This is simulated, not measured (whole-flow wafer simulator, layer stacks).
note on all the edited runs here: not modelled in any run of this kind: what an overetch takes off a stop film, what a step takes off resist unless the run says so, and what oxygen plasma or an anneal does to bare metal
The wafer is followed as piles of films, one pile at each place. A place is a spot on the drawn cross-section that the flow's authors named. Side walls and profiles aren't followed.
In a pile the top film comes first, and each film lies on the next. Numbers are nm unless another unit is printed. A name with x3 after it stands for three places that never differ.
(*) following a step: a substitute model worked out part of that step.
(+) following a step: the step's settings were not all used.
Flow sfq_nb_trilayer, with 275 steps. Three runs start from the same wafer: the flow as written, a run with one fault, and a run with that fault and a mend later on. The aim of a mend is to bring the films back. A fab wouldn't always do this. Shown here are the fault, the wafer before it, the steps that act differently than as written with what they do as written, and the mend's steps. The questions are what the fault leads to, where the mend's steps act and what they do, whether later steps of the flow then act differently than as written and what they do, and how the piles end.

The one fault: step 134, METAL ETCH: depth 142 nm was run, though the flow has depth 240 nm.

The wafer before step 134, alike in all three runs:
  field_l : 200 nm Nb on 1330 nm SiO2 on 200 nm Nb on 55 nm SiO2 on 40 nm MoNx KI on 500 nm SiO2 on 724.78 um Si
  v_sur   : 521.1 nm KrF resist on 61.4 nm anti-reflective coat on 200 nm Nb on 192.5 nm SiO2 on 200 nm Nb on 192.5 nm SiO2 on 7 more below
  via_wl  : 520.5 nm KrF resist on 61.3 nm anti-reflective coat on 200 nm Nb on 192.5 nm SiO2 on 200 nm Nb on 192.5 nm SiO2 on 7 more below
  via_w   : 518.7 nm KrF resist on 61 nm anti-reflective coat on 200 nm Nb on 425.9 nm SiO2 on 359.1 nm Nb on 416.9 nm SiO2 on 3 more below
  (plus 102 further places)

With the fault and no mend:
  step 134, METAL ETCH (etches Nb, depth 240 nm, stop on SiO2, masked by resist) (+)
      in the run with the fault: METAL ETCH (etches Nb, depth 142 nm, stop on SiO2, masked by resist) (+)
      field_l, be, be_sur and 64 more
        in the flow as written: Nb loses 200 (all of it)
        in the run with the fault: Nb loses 142
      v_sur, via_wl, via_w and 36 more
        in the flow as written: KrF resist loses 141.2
        in the run with the fault: KrF resist loses 83.5
  Later steps of the flow acting differently than as written:
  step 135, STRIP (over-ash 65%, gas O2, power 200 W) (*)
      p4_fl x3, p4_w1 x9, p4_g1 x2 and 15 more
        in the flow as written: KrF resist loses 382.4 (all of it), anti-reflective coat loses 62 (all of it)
        in the run with the fault: KrF resist loses 440 (all of it), anti-reflective coat loses 62 (all of it)
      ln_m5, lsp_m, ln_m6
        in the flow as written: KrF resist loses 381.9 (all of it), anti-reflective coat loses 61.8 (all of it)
        in the run with the fault: KrF resist loses 439.6 (all of it), anti-reflective coat loses 61.8 (all of it)
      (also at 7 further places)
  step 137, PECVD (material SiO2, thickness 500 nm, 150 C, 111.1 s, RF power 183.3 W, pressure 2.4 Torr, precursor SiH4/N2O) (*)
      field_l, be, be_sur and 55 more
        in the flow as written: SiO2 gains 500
        in the run with the fault: SiO2 gains 500 (new film)
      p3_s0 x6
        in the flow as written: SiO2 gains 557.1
        in the run with the fault: SiO2 gains 500 (new film)
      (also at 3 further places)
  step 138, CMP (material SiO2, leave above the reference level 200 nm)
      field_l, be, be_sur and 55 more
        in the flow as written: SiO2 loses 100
        in the run with the fault: SiO2 loses 158
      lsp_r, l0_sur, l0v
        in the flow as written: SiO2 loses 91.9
        in the run with the fault: SiO2 loses 152.3
  The piles end different from the flow's at field_l, be, be_sur and 64 more by more than 2% or 0.5 nm, whichever is larger.
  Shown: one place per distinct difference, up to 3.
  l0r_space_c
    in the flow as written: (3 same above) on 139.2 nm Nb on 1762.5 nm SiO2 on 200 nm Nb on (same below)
    in the run with the fault: (3 same above) on 139.2 nm Nb on 334.5 nm SiO2 on 58 nm Nb on 1370 nm SiO2 on 200 nm Nb on (same below)
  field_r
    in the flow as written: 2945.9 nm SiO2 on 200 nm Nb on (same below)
    in the run with the fault: 1517.9 nm SiO2 on 58 nm Nb on 1370 nm SiO2 on 200 nm Nb on (same below)
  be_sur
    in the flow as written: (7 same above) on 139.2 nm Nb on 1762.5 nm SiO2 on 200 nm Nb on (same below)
    in the run with the fault: (7 same above) on 139.2 nm Nb on 334.5 nm SiO2 on 58 nm Nb on 1370 nm SiO2 on 200 nm Nb on (same below)

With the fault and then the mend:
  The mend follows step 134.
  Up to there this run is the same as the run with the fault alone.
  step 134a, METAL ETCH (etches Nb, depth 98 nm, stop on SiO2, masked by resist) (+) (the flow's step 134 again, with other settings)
      field_l, be, be_sur and 64 more
        Nb loses 58 (all of it)
      v_sur, via_wl, via_w and 36 more
        KrF resist loses 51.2
  Later steps of the flow that are run all act as written at every place that is followed, up to a difference of at most 2% or 0.5 nm, whichever is larger.
  The piles end the same as the flow's at every place that both follow.
